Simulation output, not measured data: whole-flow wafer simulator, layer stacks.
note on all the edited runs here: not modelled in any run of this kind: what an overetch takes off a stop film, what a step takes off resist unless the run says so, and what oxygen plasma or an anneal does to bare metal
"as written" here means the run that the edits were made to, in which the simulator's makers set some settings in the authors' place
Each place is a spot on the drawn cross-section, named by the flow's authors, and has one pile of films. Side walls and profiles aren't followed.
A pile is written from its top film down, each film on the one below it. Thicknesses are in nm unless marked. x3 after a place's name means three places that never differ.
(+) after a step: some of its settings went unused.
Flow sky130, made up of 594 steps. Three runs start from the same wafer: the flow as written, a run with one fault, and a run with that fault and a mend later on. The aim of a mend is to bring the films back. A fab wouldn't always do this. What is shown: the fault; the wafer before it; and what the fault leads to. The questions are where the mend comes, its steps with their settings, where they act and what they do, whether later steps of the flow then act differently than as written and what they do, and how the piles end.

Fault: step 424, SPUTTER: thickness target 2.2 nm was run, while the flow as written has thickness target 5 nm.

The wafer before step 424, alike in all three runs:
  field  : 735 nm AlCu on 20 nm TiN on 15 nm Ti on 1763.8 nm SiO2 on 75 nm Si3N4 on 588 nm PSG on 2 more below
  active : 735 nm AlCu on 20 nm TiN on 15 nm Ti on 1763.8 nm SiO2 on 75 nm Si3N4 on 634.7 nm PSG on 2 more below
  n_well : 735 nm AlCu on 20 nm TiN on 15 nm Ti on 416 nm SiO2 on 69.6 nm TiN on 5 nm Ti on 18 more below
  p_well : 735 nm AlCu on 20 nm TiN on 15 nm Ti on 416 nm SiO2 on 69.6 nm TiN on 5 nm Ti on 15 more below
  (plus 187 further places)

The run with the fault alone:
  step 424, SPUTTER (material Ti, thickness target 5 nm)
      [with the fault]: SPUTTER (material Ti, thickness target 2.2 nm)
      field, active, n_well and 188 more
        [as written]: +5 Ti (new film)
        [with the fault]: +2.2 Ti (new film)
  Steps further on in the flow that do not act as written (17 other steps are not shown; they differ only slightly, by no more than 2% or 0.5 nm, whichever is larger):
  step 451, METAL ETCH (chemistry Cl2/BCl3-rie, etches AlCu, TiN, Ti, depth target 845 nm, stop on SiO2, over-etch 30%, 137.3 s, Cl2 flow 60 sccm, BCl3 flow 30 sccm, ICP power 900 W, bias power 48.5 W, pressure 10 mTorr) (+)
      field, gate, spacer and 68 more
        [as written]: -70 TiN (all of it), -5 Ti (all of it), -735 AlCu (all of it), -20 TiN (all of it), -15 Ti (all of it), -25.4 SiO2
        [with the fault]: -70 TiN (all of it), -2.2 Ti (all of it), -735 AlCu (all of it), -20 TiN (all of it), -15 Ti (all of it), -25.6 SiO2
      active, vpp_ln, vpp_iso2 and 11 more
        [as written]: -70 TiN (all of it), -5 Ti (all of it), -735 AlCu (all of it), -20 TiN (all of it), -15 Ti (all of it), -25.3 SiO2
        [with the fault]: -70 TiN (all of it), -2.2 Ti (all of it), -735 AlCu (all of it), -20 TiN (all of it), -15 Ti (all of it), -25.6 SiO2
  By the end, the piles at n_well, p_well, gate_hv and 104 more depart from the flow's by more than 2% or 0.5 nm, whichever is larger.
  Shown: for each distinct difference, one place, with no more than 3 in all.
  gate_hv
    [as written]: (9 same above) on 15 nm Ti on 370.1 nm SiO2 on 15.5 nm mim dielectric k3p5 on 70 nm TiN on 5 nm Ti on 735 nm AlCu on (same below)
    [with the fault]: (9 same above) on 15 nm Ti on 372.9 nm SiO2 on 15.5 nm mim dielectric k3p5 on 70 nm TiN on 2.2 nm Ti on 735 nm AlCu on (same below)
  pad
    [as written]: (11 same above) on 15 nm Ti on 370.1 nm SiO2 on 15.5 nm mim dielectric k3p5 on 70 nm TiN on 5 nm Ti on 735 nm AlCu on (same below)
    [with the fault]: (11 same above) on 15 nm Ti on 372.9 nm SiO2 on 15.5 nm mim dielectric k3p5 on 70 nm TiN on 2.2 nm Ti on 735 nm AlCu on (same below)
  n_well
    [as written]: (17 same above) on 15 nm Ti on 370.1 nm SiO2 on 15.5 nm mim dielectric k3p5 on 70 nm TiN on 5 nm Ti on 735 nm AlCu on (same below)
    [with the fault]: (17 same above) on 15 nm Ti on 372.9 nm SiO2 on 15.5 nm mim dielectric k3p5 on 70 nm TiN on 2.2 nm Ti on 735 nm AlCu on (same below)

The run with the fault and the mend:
  After step 424 comes the mend.
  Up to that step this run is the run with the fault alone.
  step 424a, SPUTTER (material Ti, thickness target 2.8 nm) (a further turn of the flow's step 424, with different settings)
      field, active, n_well and 188 more
        +2.8 Ti
  None of the later steps of the flow acts differently than as written at any place that is followed.
  The piles end the same as the flow's at every place that both follow.
